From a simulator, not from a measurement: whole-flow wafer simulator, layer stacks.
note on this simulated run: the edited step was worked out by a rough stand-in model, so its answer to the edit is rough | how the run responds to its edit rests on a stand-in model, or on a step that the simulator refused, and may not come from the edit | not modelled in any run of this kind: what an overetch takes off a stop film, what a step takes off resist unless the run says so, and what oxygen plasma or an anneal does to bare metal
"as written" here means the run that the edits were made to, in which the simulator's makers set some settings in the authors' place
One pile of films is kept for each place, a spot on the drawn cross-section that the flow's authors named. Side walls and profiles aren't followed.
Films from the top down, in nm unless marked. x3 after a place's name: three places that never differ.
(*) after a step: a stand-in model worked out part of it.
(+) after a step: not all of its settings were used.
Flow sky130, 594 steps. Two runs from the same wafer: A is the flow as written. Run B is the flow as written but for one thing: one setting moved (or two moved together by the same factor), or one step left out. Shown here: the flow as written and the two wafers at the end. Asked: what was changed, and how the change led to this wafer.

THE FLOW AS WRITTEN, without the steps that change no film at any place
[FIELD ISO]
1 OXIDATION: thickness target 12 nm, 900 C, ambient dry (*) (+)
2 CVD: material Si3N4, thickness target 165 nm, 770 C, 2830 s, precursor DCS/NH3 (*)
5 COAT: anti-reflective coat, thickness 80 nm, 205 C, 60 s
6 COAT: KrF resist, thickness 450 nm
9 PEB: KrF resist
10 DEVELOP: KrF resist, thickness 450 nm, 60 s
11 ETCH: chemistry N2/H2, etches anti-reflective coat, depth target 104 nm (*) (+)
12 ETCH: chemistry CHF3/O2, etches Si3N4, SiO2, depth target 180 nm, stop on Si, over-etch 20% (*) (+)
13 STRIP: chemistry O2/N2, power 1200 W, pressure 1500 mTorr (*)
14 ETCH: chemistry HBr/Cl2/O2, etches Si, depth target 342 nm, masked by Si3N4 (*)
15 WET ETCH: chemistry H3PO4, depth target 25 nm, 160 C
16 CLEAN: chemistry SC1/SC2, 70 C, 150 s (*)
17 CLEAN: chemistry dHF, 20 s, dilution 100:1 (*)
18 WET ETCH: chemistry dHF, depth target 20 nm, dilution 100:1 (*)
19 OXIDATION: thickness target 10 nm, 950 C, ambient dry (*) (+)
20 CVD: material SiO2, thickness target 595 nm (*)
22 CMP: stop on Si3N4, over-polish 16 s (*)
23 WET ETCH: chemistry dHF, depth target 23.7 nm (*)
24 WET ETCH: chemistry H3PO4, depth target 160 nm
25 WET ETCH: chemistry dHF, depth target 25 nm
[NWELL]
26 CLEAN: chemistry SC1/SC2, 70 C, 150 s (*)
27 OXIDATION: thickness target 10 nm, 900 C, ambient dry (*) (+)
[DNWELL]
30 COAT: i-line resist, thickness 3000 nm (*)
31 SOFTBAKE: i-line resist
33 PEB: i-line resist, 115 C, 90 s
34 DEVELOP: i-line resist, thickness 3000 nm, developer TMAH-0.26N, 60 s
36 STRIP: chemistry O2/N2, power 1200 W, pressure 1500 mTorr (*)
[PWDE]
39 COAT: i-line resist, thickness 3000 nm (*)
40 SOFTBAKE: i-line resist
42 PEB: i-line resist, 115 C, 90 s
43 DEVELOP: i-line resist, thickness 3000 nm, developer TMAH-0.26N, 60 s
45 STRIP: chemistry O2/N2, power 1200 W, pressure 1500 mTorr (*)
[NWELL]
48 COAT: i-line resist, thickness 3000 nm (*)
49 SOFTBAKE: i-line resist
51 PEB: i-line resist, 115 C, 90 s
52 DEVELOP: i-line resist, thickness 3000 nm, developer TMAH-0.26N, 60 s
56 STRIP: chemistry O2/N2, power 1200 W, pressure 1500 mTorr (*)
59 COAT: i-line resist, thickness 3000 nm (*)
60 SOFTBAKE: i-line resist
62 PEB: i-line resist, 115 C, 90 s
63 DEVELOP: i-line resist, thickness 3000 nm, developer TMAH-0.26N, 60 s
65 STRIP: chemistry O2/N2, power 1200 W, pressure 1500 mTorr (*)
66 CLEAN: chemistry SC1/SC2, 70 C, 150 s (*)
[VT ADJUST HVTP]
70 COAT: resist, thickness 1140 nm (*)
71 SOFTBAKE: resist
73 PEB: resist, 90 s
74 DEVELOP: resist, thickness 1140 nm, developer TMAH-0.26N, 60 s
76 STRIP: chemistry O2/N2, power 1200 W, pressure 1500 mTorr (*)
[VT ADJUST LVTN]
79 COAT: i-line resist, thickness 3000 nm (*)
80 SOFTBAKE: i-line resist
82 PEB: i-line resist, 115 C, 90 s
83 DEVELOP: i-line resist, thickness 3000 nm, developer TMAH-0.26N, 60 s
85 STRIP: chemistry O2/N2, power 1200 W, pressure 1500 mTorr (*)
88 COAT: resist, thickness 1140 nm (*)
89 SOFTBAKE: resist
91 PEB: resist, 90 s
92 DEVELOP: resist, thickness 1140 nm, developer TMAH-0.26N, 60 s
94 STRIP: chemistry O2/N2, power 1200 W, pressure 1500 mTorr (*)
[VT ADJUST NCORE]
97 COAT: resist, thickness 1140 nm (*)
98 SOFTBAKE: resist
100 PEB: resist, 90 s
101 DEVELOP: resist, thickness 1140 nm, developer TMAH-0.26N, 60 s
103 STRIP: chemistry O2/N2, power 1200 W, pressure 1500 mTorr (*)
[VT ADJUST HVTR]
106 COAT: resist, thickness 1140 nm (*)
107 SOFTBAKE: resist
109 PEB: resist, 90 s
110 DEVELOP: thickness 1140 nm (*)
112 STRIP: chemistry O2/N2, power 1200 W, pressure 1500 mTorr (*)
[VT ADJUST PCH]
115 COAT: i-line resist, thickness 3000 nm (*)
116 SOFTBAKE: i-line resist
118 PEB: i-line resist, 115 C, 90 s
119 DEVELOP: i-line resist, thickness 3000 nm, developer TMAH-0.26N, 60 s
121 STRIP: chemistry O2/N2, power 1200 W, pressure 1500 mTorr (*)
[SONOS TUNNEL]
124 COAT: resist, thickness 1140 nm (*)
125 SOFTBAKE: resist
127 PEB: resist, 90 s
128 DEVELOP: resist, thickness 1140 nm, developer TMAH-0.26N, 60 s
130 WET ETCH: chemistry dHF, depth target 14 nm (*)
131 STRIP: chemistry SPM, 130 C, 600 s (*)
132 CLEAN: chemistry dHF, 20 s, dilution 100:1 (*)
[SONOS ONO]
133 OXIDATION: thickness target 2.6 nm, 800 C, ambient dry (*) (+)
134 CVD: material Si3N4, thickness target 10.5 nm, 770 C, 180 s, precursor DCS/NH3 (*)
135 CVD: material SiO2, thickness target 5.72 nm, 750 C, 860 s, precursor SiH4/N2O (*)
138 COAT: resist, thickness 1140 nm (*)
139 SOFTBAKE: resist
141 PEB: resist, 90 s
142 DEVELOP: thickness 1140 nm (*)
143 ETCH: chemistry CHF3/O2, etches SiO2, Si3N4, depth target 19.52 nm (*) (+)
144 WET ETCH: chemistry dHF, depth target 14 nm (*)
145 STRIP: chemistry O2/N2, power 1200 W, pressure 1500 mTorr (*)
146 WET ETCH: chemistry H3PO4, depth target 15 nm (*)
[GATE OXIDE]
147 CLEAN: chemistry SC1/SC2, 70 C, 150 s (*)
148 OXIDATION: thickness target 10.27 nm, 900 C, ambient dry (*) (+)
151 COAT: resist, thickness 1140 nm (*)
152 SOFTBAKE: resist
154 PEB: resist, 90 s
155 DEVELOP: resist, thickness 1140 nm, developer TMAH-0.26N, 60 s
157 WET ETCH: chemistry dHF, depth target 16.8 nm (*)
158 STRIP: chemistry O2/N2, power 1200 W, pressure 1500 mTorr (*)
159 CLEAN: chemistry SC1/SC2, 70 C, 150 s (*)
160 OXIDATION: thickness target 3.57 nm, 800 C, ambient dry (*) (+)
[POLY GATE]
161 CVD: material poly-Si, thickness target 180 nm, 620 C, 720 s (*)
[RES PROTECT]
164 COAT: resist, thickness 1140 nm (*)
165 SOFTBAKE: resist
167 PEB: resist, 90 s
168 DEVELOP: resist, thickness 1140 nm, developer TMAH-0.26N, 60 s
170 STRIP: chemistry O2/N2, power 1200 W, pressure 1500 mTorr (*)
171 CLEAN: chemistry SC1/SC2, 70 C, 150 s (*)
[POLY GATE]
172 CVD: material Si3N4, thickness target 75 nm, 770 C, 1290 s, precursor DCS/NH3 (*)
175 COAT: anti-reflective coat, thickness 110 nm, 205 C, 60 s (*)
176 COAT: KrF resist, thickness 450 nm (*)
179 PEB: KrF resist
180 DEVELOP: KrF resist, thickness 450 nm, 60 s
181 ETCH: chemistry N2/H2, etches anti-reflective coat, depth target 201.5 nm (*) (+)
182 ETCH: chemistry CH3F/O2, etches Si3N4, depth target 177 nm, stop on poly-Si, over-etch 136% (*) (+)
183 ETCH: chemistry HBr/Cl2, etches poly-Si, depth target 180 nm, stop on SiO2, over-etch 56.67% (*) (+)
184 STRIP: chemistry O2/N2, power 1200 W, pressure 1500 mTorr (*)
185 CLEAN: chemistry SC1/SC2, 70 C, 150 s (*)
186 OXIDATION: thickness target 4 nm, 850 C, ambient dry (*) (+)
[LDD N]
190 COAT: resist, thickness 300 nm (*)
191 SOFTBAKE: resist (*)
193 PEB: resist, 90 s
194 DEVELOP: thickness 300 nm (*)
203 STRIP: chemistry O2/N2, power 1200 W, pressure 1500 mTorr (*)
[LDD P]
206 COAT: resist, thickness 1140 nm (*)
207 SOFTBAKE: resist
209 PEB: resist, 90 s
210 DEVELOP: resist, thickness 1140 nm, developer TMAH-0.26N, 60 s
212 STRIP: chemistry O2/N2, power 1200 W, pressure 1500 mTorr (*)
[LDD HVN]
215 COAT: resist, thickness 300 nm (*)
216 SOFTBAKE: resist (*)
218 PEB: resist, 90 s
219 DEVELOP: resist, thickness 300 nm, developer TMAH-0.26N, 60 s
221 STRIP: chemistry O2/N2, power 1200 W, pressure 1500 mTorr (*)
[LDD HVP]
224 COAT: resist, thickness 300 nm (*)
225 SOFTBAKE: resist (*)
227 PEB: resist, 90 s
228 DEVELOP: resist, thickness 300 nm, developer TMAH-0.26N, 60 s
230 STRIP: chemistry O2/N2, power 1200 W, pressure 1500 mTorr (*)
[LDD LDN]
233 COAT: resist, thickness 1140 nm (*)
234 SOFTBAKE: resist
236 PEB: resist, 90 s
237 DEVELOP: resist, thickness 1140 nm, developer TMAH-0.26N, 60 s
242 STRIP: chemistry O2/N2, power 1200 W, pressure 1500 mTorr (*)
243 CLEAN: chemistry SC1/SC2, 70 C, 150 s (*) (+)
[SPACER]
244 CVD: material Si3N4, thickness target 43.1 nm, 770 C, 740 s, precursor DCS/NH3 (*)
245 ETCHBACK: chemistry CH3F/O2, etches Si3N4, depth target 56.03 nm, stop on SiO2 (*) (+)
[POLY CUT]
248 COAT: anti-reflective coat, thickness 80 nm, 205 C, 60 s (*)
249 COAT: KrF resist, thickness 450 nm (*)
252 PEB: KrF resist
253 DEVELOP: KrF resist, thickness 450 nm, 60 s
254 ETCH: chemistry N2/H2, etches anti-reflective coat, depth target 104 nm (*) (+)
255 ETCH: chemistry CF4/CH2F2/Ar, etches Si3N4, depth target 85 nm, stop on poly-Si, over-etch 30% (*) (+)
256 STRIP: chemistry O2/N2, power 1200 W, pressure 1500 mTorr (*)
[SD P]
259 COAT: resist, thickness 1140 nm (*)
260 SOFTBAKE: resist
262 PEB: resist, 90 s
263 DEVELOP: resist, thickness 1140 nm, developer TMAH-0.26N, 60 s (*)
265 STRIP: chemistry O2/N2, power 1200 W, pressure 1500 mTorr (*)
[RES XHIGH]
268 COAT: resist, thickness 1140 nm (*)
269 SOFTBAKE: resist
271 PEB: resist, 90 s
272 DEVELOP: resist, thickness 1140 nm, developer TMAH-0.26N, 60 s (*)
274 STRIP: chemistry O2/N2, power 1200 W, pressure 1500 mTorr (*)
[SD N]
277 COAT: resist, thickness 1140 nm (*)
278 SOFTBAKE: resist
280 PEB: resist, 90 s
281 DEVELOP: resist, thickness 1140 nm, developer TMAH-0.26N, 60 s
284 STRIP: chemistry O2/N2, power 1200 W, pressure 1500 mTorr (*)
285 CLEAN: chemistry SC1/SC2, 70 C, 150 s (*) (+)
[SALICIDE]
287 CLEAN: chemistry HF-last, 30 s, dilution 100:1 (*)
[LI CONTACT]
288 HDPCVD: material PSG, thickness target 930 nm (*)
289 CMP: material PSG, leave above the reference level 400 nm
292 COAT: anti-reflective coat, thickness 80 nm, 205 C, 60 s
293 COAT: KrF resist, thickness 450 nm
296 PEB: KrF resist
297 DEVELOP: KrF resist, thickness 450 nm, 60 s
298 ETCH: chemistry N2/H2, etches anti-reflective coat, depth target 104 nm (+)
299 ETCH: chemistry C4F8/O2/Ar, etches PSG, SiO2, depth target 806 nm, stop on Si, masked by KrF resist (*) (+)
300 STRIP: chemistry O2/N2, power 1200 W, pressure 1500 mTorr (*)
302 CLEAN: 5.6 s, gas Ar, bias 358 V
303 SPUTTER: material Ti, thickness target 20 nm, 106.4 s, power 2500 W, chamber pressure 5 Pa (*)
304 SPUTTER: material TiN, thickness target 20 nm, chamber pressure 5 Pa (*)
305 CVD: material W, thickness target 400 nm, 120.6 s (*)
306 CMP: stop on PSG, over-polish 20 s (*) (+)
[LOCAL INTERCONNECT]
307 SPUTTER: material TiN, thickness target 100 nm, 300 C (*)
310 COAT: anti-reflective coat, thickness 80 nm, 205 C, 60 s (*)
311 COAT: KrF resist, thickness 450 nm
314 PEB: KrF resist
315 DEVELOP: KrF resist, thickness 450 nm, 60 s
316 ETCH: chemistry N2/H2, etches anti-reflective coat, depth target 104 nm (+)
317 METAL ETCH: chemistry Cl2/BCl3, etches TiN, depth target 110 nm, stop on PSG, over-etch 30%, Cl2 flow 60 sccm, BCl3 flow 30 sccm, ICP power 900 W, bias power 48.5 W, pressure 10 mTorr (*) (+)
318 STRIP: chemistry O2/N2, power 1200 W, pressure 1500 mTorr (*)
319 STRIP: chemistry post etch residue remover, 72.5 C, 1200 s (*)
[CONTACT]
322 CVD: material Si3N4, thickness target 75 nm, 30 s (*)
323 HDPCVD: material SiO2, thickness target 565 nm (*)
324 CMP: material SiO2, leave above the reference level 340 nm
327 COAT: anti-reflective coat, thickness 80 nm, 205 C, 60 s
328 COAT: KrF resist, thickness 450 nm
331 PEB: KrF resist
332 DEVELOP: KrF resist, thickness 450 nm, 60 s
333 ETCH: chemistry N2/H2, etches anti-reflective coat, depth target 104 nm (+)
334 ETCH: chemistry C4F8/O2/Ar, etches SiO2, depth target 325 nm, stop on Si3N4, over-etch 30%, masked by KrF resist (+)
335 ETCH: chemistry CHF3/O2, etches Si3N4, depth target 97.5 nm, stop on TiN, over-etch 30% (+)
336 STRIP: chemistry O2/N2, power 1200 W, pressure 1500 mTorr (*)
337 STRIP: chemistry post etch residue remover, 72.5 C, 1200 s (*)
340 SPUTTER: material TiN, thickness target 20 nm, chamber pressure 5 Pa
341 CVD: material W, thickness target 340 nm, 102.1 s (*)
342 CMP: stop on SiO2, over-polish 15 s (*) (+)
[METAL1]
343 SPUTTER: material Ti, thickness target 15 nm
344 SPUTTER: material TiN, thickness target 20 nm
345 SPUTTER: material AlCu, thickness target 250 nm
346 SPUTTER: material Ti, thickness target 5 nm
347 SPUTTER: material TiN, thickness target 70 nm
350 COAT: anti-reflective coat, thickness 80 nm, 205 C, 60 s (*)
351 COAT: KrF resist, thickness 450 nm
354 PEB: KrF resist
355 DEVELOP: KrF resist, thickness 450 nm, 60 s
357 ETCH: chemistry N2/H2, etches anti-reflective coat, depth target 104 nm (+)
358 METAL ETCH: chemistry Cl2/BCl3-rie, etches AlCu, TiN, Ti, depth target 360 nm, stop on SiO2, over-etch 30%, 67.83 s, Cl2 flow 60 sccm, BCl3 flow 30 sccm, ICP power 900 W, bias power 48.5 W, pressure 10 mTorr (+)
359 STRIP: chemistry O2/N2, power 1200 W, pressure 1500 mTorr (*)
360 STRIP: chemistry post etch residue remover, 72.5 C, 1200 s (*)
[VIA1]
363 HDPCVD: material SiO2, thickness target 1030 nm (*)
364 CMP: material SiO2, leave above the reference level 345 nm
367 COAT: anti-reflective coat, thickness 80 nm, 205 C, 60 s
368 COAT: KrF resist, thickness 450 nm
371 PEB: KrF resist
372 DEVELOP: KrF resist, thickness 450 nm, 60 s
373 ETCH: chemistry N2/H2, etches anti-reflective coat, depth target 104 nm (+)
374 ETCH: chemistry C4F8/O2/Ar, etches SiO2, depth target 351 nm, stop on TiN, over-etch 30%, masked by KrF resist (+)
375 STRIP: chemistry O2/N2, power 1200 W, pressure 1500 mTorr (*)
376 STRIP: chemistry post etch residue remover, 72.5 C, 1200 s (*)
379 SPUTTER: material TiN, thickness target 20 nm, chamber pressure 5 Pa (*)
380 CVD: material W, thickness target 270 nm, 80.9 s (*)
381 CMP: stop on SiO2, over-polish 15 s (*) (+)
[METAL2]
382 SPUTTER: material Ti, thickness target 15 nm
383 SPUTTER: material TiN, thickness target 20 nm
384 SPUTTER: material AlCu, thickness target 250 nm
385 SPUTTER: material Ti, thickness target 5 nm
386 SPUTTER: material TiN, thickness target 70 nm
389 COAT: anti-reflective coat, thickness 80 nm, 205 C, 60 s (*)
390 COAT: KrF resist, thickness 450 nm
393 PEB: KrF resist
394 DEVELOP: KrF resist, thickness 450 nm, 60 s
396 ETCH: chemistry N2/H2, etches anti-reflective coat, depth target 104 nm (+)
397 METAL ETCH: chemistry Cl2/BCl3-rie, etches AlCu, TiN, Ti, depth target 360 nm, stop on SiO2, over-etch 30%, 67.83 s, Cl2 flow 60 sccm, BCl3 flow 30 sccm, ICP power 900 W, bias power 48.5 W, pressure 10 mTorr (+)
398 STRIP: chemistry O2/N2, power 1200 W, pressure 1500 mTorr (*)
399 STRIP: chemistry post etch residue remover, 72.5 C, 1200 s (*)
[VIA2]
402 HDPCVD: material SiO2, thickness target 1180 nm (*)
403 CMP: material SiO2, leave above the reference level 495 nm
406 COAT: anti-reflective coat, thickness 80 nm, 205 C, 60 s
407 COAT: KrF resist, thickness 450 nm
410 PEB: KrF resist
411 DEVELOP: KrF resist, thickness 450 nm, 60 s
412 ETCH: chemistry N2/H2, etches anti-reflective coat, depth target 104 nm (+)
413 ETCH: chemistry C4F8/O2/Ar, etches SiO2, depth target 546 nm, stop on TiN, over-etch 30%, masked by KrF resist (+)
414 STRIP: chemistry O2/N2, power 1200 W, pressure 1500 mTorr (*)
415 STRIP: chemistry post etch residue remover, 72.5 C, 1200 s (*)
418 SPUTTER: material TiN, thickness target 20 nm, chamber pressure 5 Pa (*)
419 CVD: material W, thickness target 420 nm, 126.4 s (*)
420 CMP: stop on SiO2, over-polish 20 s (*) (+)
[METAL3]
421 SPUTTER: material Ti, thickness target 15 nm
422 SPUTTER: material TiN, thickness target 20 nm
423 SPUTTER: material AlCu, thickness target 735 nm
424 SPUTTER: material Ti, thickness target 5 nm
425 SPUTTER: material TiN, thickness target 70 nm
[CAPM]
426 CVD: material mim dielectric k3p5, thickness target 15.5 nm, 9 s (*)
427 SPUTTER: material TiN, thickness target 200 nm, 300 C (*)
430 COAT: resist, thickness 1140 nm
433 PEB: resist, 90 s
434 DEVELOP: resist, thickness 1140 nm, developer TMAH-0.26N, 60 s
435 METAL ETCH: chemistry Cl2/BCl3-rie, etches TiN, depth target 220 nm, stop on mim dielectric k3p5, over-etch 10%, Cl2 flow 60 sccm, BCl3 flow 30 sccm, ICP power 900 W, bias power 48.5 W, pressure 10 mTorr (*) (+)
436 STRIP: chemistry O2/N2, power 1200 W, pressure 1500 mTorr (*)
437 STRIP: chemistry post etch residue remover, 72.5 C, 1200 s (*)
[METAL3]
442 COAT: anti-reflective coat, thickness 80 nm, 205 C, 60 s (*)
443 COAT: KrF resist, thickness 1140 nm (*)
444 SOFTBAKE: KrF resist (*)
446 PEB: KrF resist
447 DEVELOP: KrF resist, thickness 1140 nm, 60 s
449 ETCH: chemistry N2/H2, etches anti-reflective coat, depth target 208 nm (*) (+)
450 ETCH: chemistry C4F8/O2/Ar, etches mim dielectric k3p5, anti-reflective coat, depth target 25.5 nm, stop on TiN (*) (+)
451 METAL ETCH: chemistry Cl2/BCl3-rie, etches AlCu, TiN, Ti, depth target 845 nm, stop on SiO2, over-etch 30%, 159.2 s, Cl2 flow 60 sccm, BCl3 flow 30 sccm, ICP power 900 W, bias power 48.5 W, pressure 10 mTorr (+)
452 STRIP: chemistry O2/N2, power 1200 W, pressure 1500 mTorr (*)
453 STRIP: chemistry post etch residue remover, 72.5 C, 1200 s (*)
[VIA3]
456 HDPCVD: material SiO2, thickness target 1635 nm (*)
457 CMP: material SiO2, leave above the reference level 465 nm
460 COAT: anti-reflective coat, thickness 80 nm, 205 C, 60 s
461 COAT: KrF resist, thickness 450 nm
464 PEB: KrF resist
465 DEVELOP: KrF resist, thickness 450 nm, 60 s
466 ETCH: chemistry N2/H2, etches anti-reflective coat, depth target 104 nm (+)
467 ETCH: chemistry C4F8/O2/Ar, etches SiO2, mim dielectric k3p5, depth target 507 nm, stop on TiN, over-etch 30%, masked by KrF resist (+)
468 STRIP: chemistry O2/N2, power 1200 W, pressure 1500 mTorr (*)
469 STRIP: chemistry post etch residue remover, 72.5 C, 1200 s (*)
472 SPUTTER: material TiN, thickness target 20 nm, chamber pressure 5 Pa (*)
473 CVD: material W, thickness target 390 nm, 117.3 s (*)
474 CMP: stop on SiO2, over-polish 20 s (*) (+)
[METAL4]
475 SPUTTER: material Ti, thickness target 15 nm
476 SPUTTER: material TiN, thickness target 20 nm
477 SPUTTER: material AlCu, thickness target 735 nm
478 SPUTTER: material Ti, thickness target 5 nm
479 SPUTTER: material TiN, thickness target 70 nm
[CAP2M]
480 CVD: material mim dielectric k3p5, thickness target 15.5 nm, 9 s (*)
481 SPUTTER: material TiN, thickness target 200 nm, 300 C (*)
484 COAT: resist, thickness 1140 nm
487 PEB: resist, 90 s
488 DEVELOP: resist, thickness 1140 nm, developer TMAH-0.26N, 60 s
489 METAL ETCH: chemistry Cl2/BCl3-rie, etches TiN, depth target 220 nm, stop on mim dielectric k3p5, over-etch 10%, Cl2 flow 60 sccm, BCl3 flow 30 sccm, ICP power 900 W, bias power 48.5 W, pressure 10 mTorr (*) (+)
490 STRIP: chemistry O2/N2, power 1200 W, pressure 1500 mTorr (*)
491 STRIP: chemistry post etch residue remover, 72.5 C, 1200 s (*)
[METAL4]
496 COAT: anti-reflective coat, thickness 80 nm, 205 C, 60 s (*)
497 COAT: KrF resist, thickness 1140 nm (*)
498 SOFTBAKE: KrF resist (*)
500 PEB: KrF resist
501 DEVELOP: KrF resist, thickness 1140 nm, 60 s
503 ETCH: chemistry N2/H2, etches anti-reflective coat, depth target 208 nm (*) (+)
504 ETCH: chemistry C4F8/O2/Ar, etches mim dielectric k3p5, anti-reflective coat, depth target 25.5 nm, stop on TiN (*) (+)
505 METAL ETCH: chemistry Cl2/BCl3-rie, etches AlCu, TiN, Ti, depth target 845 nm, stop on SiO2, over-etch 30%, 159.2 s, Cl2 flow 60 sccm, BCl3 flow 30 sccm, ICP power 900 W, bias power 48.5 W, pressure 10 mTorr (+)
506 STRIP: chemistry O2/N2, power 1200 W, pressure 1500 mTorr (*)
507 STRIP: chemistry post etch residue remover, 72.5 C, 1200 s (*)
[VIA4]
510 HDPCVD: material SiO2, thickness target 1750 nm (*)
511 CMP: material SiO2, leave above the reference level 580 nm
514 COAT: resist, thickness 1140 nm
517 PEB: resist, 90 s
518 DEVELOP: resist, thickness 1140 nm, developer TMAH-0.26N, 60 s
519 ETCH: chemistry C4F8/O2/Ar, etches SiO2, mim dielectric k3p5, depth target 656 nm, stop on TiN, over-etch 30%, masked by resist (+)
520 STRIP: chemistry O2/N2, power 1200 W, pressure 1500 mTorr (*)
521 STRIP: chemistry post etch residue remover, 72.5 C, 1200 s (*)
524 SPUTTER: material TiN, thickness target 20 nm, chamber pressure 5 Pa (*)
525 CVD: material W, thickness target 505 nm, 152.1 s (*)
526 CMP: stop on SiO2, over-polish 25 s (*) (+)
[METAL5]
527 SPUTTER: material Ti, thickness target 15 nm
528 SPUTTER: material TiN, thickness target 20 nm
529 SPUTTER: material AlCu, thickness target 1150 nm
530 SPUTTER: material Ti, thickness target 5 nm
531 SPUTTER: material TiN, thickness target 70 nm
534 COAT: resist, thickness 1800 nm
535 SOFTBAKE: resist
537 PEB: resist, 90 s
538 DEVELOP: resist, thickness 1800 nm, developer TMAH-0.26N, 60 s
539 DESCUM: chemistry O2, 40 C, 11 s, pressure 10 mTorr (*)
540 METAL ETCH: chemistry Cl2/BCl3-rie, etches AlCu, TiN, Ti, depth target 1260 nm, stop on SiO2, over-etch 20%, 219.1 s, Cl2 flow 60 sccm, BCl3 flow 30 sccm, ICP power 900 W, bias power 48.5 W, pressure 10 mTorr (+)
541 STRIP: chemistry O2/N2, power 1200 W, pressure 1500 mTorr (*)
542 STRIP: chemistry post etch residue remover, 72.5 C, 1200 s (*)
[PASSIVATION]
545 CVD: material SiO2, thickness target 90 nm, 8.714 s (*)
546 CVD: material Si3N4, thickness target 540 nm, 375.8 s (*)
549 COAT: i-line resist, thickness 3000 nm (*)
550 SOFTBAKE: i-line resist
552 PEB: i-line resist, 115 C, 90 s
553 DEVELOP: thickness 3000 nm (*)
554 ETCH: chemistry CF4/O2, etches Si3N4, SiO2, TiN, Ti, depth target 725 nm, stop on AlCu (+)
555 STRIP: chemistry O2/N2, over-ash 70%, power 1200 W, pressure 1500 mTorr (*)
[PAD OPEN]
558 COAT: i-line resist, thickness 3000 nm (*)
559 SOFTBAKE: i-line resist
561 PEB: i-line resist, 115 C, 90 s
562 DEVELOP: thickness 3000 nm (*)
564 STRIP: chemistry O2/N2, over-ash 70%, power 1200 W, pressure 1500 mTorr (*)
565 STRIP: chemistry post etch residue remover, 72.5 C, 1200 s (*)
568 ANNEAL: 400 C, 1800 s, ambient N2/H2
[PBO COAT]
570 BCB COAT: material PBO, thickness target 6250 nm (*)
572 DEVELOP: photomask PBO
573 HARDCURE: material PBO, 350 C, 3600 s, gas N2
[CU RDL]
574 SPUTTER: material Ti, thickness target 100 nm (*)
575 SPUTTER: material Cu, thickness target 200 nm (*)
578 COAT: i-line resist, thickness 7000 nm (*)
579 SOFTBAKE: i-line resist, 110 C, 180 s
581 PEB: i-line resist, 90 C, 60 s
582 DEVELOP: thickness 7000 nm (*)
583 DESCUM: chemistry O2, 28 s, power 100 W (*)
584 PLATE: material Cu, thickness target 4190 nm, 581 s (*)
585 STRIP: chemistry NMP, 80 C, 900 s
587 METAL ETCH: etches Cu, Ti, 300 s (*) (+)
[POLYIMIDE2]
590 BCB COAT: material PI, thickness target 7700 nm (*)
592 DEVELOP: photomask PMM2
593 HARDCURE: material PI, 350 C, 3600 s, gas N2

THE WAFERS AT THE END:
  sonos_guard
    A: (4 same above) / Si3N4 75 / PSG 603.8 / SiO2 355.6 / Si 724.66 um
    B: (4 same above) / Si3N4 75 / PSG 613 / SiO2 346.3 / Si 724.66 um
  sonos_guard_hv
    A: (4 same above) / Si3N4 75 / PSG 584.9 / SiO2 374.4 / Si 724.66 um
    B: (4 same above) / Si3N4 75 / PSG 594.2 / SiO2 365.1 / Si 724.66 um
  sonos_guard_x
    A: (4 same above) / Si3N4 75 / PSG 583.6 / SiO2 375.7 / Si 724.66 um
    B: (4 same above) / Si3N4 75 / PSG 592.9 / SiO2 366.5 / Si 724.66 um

The cause: step 130, WET ETCH: depth target 22.4 nm was run, where the flow has depth target 14 nm.

How the change led to this, step by step:
  130 WET ETCH: chemistry dHF, depth target 14 nm (*)
      sonos_guard, sonos_guard_hv, sonos_guard_x: A SiO2 -15.5 | B SiO2 -24.8
  175 COAT: anti-reflective coat, thickness 110 nm, 205 C, 60 s (*)
      sonos_guard: A anti-reflective coat +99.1 (new film) | B anti-reflective coat +106 (new film)
      sonos_guard_hv: A anti-reflective coat +83.2 (new film) | B anti-reflective coat +90.1 (new film)
      (and at 1 more place)
  181 ETCH: chemistry N2/H2, etches anti-reflective coat, depth target 201.5 nm (*) (+)
      sonos_guard: A anti-reflective coat -99.1 (all of it), Si3N4 -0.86 | B anti-reflective coat -106 (all of it), Si3N4 -0.76
      sonos_guard_hv: A anti-reflective coat -83.2 (all of it), Si3N4 -1.06 | B anti-reflective coat -90.1 (all of it), Si3N4 -0.97
      (and at 1 more place)
  190 COAT: resist, thickness 300 nm (*)
      sonos_guard: A resist +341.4 (new film) | B resist +348.9 (new film)
      sonos_guard_hv: A resist +345.7 (new film) | B resist +353.6 (new film)
      (and at 1 more place)
  203 STRIP: chemistry O2/N2, power 1200 W, pressure 1500 mTorr (*)
      sonos_guard: A resist -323 (all of it) | B resist -330.2 (all of it)
      sonos_guard_hv: A resist -326.9 (all of it) | B resist -334.4 (all of it)
      (and at 1 more place)
  215 COAT: resist, thickness 300 nm (*)
      sonos_guard: A resist +341.4 (new film) | B resist +348.9 (new film)
      sonos_guard_hv: A resist +345.7 (new film) | B resist +353.6 (new film)
      (and at 1 more place)
  221 STRIP: chemistry O2/N2, power 1200 W, pressure 1500 mTorr (*)
      sonos_guard: A resist -323 (all of it) | B resist -330.2 (all of it)
      sonos_guard_hv: A resist -326.9 (all of it) | B resist -334.4 (all of it)
      (and at 1 more place)
  224 COAT: resist, thickness 300 nm (*)
      sonos_guard: A resist +341.4 (new film) | B resist +348.9 (new film)
      sonos_guard_hv: A resist +345.7 (new film) | B resist +353.6 (new film)
      (and at 1 more place)
  230 STRIP: chemistry O2/N2, power 1200 W, pressure 1500 mTorr (*)
      sonos_guard: A resist -323 (all of it) | B resist -330.2 (all of it)
      sonos_guard_hv: A resist -326.9 (all of it) | B resist -334.4 (all of it)
      (and at 1 more place)
  248 COAT: anti-reflective coat, thickness 80 nm, 205 C, 60 s (*)
      m1: A anti-reflective coat +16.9 (new film) | B anti-reflective coat +16.2 (new film)
      sonos_cell: A anti-reflective coat +9.56 (new film) | B anti-reflective coat +8.87 (new film)
      (and at 6 more places)
  256 STRIP: chemistry O2/N2, power 1200 W, pressure 1500 mTorr (*)
      m1: A KrF resist -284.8 (all of it), anti-reflective coat -16.9 (all of it) | B KrF resist -285.4 (all of it), anti-reflective coat -16.2 (all of it)
      sonos_cell: A KrF resist -278.4 (all of it), anti-reflective coat -9.56 (all of it) | B KrF resist -278.7 (all of it), anti-reflective coat -8.87 (all of it)
      (and at 6 more places)
  289 CMP: material PSG, leave above the reference level 400 nm
      sonos_guard: A PSG -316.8 | B PSG -307.5
      sonos_guard_hv: A PSG -335.6 | B PSG -326.3
      (and at 1 more place)
